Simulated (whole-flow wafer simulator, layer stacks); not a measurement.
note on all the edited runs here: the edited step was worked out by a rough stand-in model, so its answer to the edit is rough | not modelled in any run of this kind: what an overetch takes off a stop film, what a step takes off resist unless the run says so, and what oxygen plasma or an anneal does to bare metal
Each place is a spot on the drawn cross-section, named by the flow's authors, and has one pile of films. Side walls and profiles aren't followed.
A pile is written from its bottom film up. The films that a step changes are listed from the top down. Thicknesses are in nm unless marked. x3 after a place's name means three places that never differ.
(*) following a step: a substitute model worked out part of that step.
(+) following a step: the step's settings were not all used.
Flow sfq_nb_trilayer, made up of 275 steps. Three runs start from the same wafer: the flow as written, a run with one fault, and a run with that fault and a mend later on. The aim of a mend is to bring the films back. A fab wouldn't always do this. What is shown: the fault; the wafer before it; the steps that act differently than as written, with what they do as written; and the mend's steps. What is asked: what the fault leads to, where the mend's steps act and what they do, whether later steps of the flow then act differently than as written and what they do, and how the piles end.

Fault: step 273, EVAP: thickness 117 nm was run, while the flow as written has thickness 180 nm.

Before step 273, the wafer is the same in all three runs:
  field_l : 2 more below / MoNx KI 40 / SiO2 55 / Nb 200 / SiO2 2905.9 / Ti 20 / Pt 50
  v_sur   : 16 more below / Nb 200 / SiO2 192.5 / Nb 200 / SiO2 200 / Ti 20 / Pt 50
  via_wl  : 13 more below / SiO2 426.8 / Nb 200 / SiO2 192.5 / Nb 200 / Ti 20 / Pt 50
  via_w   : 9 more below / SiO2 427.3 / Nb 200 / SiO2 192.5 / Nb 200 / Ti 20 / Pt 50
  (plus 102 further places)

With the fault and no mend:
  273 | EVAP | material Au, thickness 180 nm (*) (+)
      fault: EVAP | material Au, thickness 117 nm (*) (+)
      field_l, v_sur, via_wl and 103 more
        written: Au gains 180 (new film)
        fault: Au gains 117 (new film)
  Steps further on in the flow that do not act as written:
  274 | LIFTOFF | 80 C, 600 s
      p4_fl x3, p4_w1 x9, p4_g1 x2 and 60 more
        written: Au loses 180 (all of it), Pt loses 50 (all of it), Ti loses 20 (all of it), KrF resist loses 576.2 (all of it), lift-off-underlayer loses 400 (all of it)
        fault: Au loses 117 (all of it), Pt loses 50 (all of it), Ti loses 20 (all of it), KrF resist loses 576.2 (all of it), lift-off-underlayer loses 400 (all of it)
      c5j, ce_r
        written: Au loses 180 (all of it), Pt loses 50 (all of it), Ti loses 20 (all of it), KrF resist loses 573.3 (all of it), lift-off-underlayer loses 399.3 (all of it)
        fault: Au loses 117 (all of it), Pt loses 50 (all of it), Ti loses 20 (all of it), KrF resist loses 573.3 (all of it), lift-off-underlayer loses 399.3 (all of it)
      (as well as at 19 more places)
  The piles end different from the flow's at field_l, v_sur, via_wl and 8 more by more than 2% or 0.5 nm, whichever is larger.
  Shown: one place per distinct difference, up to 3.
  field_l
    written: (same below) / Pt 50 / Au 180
    fault: (same below) / Pt 50 / Au 117

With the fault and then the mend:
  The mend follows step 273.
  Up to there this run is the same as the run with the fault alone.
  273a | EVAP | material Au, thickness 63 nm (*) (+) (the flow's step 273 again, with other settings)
      field_l, v_sur, via_wl and 103 more
        Au gains 63
  Later steps of the flow that are run all act as written at every place that is followed.
  The piles end the same as the flow's at every place that both follow.
